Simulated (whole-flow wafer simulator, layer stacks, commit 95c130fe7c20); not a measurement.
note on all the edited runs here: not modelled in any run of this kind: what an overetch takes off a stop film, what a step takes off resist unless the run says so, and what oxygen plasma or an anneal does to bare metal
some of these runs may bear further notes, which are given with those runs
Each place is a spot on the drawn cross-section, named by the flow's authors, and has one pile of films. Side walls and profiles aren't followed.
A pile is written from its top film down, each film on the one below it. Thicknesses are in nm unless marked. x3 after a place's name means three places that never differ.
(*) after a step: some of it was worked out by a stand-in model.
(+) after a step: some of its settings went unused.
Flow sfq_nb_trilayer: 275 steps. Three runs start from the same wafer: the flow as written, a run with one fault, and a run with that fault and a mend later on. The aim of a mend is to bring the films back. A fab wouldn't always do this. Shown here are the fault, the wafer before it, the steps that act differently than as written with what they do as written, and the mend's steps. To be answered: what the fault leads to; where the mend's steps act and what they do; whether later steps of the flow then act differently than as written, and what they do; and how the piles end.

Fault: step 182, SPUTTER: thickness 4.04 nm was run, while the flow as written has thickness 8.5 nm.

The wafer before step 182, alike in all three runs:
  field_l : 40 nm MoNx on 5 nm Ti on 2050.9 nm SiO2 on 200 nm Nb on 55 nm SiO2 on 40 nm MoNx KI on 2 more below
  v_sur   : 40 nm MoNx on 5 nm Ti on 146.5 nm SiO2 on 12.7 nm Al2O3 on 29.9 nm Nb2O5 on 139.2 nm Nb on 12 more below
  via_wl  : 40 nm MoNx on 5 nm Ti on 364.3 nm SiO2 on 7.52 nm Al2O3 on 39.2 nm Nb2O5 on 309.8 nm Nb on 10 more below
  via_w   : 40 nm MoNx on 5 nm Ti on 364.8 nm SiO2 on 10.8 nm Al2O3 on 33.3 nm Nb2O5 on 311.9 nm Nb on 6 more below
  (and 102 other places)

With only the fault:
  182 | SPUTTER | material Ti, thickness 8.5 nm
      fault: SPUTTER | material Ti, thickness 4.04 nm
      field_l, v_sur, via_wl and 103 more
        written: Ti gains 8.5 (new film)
        fault: Ti gains 4.04 (new film)
  Later steps of the flow acting differently than as written (12 more steps, not shown, differ only slightly: by at most 2% or 0.5 nm, whichever is larger):
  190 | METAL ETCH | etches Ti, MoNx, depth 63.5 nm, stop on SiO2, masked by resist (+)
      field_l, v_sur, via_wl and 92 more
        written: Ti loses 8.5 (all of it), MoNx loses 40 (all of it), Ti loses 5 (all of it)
        fault: Ti loses 4.04 (all of it), MoNx loses 40 (all of it), Ti loses 5 (all of it)
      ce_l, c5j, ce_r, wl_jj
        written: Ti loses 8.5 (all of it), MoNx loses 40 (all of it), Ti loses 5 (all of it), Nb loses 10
        fault: Ti loses 4.04 (all of it), MoNx loses 40 (all of it), Ti loses 5 (all of it), Nb loses 14.5
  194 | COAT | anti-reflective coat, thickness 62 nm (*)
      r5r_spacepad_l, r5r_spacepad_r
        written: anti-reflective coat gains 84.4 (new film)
        fault: anti-reflective coat gains 82.5 (new film)
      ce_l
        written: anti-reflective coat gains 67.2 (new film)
        fault: anti-reflective coat gains 69.2 (new film)
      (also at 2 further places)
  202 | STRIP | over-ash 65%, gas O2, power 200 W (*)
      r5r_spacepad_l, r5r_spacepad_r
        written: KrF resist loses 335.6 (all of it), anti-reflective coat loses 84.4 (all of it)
        fault: KrF resist loses 335.5 (all of it), anti-reflective coat loses 82.5 (all of it)
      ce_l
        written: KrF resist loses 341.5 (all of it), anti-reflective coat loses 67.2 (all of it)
        fault: KrF resist loses 342.7 (all of it), anti-reflective coat loses 69.2 (all of it)
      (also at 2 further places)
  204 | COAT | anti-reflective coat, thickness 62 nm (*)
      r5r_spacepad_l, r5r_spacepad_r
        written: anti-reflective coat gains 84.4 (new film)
        fault: anti-reflective coat gains 82.5 (new film)
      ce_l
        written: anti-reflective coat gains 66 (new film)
        fault: anti-reflective coat gains 68 (new film)
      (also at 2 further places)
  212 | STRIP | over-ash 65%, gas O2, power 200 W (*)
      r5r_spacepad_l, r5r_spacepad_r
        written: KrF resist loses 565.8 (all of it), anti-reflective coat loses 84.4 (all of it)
        fault: KrF resist loses 565.2 (all of it), anti-reflective coat loses 82.5 (all of it)
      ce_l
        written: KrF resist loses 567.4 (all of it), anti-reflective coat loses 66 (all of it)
        fault: KrF resist loses 568.3 (all of it), anti-reflective coat loses 68 (all of it)
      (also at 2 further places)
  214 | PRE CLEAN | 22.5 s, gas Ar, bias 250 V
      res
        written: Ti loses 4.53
        fault: Ti loses 4.04 (all of it), MoNx loses 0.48
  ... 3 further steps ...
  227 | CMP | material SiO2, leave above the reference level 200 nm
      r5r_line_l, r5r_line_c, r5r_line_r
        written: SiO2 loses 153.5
        fault: SiO2 loses 149
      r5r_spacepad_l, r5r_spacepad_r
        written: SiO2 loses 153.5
        fault: SiO2 loses 146.5
  By the end, the piles at ce_l, ce_r, be_r and 7 more depart from the flow's by more than 2% or 0.5 nm, whichever is larger.
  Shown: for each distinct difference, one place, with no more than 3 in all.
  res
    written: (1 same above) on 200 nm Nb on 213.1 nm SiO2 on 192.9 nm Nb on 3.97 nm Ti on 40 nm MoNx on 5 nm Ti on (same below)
    fault: (1 same above) on 200 nm Nb on 217.6 nm SiO2 on 192.9 nm Nb on 39.5 nm MoNx on 5 nm Ti on (same below)
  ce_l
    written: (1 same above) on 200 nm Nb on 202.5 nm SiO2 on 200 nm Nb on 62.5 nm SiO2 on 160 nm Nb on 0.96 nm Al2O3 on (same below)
    fault: (1 same above) on 200 nm Nb on 207 nm SiO2 on 200 nm Nb on 62.5 nm SiO2 on 155.5 nm Nb on 0.96 nm Al2O3 on (same below)
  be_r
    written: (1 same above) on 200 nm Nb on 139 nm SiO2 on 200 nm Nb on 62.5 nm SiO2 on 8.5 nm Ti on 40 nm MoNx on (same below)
    fault: (1 same above) on 200 nm Nb on 143.5 nm SiO2 on 200 nm Nb on 62.5 nm SiO2 on 4.04 nm Ti on 40 nm MoNx on (same below)

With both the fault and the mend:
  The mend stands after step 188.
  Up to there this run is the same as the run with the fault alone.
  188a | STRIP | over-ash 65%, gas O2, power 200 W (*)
      field_l, v_sur, via_wl and 96 more
        anti-reflective coat loses 62 (all of it)
      be_r, r_sur, res, r_end, r5r_line_l, r5r_line_c, r5r_line_r
        KrF resist loses 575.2 (all of it), anti-reflective coat loses 62 (all of it)
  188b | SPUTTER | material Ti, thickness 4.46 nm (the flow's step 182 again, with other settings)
      field_l, v_sur, via_wl and 103 more
        Ti gains 4.46
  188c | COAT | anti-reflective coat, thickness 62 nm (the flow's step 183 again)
      field_l, v_sur, via_wl and 103 more
        anti-reflective coat gains 62 (new film)
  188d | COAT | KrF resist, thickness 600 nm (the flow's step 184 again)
      field_l, v_sur, via_wl and 103 more
        KrF resist gains 600 (new film)
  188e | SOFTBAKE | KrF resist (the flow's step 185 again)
      alters no film at any place that is followed
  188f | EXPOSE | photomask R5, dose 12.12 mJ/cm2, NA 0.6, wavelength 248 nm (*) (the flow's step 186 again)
      alters no film at any place that is followed
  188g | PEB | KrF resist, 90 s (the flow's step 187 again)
      field_l, v_sur, via_wl and 103 more
        KrF resist loses 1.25
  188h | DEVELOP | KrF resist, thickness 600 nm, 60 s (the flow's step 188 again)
      field_l, v_sur, via_wl and 96 more
        KrF resist loses 598.7 (all of it)
      be_r, r_sur, res, r_end, r5r_line_l, r5r_line_c, r5r_line_r
        KrF resist loses 23.5
  Every later step of the flow that is run acts as written at every place that is followed.
  At every place that both follow, the piles at the end match the flow's.
